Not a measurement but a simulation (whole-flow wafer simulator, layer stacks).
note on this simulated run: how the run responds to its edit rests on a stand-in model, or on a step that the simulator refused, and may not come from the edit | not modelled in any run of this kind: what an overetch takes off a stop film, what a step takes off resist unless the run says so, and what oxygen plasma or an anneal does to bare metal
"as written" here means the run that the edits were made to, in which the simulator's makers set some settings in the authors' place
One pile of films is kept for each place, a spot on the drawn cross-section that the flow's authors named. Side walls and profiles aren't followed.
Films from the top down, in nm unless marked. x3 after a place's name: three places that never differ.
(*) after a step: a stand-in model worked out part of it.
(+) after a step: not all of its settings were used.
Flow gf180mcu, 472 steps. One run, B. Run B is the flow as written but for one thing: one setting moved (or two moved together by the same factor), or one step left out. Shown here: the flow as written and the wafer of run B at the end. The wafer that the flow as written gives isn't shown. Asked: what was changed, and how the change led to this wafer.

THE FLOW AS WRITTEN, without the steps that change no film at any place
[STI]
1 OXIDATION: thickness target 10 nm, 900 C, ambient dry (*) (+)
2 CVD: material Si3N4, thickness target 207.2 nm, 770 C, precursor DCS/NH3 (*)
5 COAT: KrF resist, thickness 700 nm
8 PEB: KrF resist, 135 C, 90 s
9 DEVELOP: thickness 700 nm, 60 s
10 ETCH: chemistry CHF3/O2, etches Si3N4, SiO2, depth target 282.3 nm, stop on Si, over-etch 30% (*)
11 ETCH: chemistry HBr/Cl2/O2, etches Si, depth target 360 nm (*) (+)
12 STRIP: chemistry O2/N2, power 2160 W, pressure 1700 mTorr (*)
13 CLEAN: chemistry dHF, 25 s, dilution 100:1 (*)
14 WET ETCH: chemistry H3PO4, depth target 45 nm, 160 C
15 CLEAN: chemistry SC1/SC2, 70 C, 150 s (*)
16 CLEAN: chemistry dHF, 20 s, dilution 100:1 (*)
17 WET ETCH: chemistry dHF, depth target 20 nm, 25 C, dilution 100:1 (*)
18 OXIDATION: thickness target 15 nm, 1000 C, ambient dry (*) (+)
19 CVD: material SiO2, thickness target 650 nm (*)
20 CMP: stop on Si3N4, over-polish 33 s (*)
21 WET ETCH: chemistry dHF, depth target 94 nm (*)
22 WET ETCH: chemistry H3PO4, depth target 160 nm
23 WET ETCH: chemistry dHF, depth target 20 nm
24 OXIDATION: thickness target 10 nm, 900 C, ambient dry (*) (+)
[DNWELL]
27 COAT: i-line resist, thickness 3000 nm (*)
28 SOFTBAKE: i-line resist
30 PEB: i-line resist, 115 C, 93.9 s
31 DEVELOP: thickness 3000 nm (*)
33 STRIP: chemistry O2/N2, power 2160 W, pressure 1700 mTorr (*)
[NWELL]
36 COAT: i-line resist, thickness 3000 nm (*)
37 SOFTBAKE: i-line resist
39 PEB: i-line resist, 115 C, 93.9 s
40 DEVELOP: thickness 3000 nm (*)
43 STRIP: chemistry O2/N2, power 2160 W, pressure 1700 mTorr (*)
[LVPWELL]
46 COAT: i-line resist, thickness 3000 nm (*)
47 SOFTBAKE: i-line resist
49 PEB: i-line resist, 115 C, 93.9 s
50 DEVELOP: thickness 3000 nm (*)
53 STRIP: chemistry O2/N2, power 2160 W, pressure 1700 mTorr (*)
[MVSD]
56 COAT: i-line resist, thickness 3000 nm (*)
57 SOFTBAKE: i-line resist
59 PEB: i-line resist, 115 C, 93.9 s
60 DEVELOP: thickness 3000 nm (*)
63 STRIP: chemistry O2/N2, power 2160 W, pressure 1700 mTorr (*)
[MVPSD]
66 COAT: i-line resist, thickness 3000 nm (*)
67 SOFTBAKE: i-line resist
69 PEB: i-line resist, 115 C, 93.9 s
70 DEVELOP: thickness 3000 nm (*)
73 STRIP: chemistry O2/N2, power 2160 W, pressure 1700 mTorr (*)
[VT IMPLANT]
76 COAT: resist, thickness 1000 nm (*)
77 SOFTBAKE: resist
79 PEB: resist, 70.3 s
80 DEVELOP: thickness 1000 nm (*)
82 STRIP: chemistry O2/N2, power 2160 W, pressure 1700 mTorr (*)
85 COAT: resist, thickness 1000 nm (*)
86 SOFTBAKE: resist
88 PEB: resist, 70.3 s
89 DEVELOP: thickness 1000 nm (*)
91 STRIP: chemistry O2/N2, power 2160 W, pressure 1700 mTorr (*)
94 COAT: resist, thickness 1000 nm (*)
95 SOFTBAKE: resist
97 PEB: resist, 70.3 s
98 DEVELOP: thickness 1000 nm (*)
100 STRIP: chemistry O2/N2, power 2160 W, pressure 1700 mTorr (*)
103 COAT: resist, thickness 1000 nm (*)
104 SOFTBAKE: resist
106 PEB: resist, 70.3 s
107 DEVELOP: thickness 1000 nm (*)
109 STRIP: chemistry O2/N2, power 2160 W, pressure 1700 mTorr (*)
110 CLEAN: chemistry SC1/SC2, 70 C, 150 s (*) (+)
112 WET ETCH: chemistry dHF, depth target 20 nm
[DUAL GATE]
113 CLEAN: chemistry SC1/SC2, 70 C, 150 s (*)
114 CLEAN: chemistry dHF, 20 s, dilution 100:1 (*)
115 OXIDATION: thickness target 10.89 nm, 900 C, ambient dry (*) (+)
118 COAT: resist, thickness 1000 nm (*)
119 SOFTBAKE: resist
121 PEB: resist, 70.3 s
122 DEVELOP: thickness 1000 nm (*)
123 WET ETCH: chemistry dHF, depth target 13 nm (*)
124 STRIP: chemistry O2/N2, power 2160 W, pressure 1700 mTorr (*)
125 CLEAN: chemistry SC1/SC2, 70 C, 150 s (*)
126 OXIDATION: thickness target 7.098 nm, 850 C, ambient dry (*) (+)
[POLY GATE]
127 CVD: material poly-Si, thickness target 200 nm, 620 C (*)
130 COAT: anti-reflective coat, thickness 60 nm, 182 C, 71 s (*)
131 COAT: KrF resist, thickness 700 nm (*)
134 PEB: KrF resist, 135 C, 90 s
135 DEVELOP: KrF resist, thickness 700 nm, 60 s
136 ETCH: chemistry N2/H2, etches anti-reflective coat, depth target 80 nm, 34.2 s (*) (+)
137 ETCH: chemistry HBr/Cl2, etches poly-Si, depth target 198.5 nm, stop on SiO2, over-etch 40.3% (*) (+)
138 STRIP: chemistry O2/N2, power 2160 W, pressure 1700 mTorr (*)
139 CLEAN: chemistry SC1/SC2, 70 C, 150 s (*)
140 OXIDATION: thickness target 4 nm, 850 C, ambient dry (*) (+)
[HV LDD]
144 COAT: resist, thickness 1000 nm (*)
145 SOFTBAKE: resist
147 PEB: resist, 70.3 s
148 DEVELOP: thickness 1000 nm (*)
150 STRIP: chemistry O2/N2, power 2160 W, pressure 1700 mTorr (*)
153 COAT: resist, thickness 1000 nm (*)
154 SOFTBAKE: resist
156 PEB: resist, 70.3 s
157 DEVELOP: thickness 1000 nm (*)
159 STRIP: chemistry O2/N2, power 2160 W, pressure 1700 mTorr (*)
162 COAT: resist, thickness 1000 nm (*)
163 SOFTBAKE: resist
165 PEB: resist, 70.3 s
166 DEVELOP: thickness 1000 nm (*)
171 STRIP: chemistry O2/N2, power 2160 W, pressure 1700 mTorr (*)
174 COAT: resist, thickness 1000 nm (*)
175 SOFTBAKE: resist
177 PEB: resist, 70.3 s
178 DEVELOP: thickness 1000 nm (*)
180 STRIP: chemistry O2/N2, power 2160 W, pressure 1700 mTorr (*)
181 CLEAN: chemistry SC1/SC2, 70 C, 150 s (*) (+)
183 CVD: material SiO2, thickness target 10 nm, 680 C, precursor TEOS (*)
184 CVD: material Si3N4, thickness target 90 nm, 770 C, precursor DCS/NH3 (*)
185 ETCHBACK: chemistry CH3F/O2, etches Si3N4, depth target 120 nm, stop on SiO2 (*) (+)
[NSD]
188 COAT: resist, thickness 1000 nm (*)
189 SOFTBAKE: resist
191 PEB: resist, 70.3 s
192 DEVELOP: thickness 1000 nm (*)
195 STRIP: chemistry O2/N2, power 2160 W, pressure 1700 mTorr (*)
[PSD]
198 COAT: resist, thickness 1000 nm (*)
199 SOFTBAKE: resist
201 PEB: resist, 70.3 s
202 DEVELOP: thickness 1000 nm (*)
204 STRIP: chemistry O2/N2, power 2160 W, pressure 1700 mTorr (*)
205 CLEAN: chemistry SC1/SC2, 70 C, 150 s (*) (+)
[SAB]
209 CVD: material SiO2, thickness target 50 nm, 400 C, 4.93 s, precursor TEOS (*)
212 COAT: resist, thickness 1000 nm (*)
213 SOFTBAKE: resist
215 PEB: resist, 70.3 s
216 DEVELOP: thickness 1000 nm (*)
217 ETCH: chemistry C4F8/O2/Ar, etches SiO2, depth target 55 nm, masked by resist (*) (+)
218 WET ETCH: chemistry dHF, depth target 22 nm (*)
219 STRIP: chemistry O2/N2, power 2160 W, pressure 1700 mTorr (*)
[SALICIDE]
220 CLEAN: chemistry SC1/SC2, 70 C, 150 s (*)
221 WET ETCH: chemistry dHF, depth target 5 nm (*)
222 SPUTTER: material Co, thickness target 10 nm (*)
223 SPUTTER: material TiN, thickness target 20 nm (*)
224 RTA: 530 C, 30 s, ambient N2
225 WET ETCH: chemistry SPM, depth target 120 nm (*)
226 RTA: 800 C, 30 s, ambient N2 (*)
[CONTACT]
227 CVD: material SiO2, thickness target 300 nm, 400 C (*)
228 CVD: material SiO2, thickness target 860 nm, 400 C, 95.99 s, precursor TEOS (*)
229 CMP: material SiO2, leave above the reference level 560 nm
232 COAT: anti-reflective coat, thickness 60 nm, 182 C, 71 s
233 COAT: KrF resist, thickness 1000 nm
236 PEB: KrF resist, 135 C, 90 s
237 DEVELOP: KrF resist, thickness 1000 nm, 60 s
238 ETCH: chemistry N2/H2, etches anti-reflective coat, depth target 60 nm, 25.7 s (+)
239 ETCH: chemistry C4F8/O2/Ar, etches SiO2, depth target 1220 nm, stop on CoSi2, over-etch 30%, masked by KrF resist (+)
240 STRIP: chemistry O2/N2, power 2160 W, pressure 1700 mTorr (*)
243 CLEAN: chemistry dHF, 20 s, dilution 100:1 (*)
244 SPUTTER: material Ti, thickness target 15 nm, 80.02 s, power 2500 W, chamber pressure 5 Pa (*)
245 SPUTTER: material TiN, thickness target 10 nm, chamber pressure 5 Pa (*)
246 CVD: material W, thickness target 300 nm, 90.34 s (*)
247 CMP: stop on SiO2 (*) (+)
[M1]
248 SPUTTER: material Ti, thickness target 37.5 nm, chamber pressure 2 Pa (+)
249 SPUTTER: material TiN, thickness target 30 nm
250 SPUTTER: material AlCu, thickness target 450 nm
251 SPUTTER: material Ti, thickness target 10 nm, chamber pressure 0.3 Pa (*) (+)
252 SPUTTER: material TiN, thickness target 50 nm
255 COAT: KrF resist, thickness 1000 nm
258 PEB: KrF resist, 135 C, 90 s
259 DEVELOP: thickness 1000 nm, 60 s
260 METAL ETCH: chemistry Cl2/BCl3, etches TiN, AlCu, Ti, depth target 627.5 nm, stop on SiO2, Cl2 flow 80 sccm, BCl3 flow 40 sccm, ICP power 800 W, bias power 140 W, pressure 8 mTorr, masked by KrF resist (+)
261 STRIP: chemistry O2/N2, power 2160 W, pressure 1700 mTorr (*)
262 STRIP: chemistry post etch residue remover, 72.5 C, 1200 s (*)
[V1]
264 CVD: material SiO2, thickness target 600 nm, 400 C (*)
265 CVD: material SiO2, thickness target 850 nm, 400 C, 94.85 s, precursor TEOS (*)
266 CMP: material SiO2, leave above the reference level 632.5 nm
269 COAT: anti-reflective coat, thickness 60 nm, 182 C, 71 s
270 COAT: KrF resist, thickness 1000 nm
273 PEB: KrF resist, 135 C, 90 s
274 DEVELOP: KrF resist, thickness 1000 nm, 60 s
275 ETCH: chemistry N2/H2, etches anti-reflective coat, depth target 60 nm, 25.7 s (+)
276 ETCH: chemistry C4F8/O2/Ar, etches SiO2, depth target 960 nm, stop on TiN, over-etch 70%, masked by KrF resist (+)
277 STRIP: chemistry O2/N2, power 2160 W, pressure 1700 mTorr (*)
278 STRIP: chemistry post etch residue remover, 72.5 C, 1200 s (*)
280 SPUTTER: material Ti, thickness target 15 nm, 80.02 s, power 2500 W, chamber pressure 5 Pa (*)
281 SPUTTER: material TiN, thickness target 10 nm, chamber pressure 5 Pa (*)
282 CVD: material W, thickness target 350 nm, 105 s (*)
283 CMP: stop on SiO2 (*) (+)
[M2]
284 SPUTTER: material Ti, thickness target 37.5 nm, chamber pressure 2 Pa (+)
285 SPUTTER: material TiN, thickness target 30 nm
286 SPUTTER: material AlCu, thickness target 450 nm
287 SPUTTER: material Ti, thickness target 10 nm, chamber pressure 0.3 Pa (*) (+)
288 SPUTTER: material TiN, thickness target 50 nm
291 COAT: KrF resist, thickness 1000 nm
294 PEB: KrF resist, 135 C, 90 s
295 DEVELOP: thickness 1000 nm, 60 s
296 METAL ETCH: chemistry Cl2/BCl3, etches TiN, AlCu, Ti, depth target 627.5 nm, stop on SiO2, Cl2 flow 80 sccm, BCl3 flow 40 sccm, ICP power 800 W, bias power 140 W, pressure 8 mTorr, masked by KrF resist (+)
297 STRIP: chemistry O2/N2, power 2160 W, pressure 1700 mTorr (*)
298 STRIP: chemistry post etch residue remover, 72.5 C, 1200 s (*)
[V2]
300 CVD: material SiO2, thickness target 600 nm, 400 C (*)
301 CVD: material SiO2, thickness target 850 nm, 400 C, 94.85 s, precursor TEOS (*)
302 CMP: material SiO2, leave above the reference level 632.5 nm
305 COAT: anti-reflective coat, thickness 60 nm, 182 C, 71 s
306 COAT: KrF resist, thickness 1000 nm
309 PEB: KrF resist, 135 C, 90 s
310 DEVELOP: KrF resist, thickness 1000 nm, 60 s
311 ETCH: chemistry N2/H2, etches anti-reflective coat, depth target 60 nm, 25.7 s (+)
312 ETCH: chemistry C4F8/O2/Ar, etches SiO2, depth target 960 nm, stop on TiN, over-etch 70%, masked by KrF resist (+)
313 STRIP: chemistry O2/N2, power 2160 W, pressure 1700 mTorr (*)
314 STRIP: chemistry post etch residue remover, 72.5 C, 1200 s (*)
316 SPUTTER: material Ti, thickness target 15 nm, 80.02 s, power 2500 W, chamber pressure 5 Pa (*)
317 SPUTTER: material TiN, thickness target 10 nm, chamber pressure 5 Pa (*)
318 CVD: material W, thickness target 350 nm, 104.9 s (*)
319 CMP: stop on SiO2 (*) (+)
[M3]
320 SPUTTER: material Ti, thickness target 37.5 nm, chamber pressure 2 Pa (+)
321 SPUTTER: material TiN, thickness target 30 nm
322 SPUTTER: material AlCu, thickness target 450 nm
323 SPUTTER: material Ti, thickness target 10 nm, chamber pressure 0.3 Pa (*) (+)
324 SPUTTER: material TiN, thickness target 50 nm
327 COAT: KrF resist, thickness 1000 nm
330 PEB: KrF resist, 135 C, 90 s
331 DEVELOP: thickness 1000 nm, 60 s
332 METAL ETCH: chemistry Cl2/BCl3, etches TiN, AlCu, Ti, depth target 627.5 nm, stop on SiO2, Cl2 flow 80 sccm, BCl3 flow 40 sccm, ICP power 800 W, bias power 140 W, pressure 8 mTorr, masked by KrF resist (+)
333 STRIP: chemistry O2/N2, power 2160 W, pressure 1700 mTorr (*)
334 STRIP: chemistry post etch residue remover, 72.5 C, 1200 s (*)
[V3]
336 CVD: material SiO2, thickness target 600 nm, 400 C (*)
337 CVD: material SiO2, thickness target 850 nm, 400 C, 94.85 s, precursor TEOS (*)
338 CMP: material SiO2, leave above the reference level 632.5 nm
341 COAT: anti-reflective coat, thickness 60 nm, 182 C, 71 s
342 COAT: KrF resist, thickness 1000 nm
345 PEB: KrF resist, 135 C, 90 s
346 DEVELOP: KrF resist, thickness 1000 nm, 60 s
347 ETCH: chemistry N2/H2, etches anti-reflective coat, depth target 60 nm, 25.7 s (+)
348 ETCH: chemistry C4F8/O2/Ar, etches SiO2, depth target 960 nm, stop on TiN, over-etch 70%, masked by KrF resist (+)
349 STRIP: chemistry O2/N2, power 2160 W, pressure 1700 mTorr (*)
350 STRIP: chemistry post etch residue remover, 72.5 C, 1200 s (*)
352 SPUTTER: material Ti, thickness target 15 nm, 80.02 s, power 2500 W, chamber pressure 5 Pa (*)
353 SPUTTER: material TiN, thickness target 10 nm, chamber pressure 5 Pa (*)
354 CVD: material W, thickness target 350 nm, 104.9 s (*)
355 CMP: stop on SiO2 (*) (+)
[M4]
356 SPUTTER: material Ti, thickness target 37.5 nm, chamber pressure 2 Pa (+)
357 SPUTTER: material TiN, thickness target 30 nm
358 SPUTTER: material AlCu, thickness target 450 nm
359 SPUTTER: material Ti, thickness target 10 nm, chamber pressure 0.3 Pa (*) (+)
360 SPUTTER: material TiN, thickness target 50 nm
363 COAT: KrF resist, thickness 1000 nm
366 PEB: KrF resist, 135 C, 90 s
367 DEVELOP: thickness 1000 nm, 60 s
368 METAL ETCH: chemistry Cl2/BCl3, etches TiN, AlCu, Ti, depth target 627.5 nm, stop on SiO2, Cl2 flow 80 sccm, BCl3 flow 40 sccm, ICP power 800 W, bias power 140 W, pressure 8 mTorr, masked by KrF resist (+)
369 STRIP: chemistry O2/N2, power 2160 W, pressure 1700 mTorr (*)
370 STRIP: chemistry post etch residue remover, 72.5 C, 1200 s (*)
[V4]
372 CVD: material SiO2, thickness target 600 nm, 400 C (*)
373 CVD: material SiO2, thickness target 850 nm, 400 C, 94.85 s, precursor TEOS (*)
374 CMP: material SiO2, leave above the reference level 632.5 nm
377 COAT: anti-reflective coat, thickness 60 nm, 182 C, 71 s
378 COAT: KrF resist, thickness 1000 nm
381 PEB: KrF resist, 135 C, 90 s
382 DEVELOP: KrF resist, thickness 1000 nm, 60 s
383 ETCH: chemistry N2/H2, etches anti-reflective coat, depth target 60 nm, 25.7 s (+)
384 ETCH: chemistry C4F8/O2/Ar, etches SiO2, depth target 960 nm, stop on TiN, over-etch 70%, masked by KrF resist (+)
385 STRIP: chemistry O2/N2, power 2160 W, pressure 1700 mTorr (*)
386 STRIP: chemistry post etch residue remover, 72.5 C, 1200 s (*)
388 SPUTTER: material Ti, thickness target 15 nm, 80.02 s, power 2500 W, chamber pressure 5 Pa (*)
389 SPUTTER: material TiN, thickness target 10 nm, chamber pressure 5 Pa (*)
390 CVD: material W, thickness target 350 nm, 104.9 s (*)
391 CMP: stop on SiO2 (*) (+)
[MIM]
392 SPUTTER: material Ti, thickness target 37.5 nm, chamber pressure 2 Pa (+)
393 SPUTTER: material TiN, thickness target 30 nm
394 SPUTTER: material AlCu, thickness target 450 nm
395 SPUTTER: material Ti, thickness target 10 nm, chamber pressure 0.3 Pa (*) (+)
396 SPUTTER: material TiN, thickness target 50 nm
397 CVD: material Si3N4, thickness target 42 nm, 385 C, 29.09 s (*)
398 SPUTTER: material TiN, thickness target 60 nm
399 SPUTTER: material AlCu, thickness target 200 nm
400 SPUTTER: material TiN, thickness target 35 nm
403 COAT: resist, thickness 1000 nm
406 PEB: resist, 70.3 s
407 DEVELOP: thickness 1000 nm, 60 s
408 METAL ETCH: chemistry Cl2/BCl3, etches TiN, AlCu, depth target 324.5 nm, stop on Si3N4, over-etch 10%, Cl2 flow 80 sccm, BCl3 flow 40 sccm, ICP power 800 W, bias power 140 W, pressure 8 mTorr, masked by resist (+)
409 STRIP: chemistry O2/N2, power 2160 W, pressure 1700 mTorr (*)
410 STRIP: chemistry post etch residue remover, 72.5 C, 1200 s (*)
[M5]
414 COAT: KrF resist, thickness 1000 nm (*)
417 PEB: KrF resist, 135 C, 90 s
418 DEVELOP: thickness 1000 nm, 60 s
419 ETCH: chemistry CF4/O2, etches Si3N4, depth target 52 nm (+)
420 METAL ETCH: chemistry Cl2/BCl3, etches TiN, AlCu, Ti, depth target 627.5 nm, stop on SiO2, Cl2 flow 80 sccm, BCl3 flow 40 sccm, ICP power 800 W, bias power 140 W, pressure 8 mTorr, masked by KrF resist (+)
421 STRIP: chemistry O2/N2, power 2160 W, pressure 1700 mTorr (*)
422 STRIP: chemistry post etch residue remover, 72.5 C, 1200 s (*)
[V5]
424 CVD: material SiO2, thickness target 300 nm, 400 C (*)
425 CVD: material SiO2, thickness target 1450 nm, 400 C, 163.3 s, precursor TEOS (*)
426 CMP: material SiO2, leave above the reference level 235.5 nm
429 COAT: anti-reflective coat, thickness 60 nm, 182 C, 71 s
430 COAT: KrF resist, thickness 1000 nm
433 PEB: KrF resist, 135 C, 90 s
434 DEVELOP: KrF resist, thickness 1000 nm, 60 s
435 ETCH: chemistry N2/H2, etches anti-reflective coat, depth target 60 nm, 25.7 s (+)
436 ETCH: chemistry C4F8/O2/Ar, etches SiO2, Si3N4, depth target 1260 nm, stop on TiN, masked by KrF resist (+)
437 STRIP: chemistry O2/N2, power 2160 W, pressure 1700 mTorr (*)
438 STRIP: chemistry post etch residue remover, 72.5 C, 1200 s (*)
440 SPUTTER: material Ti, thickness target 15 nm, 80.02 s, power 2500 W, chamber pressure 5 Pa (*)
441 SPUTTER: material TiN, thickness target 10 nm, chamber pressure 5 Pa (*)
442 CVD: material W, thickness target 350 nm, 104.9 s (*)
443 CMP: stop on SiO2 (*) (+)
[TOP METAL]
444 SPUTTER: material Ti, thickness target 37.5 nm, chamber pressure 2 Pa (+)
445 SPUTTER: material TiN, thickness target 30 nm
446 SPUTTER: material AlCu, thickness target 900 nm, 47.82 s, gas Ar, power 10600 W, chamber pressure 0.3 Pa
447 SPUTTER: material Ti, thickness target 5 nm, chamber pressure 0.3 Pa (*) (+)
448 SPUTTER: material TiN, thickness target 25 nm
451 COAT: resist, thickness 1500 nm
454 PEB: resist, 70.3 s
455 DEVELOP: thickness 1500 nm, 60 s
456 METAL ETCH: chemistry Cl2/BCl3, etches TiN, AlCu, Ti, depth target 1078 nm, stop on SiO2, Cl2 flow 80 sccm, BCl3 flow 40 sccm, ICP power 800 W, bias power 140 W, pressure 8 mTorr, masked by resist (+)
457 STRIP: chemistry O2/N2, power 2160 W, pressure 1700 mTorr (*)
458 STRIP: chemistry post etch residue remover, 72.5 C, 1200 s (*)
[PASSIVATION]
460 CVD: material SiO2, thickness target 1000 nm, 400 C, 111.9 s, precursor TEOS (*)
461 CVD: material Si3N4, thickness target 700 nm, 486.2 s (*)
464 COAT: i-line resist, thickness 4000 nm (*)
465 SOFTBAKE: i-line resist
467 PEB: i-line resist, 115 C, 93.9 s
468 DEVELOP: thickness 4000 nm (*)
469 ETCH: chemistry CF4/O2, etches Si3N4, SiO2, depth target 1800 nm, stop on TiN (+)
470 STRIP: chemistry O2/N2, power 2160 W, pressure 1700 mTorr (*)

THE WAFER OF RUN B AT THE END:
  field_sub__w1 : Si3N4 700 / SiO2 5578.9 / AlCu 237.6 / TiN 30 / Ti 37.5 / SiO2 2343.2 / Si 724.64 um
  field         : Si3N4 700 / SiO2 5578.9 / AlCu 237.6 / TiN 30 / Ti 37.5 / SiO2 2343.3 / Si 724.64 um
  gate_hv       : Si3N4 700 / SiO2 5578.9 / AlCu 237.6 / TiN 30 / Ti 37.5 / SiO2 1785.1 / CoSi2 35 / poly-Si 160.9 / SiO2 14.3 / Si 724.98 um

The cause: step 296, METAL ETCH: depth target 266.7 nm was run, where the flow has depth target 627.5 nm.

How the change led to this, step by step:
  296 METAL ETCH: chemistry Cl2/BCl3, etches TiN, AlCu, Ti, depth target 627.5 nm, stop on SiO2, Cl2 flow 80 sccm, BCl3 flow 40 sccm, ICP power 800 W, bias power 140 W, pressure 8 mTorr, masked by KrF resist (+)
      field, field__w1, field__w2 and 103 more: TiN -50 (all of it), Ti -10 (all of it), AlCu -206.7 (as written it would be: TiN -50 (all of it), Ti -10 (all of it), AlCu -450 (all of it), TiN -30 (all of it), Ti -37.5 (all of it))
      field__w8, contact, m1, m1__w1, m1_nw: KrF resist -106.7 (as written it would be: KrF resist -251)
  297 STRIP: chemistry O2/N2, power 2160 W, pressure 1700 mTorr (*)
      field__w8, contact, m1, m1__w1, m1_nw: KrF resist -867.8 (all of it) (as written it would be: KrF resist -723.5 (all of it))
  298 STRIP: chemistry post etch residue remover, 72.5 C, 1200 s (*)
      field, field__w1, field__w2 and 103 more: AlCu -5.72 (as written it would be: nothing)
  300 CVD: material SiO2, thickness target 600 nm, 400 C (*)
      field, field__w1, field__w2 and 103 more: SiO2 +600 (new film) (as written it would be: SiO2 +600)
  302 CMP: material SiO2, leave above the reference level 632.5 nm
      field, field__w1, field__w2 and 103 more: SiO2 -605.1 (as written it would be: SiO2 -300)
Counting metal films that touch as one body, field_sub__w1 has 1 body; the flow as written gives 0 bodies.
Counting metal films that touch as one body, field has 1 body; the flow as written gives 0 bodies.
Counting metal films that touch as one body, gate_hv has 2 bodies (between them, from the top down: SiO2 1785.1); the flow as written gives 1 body.
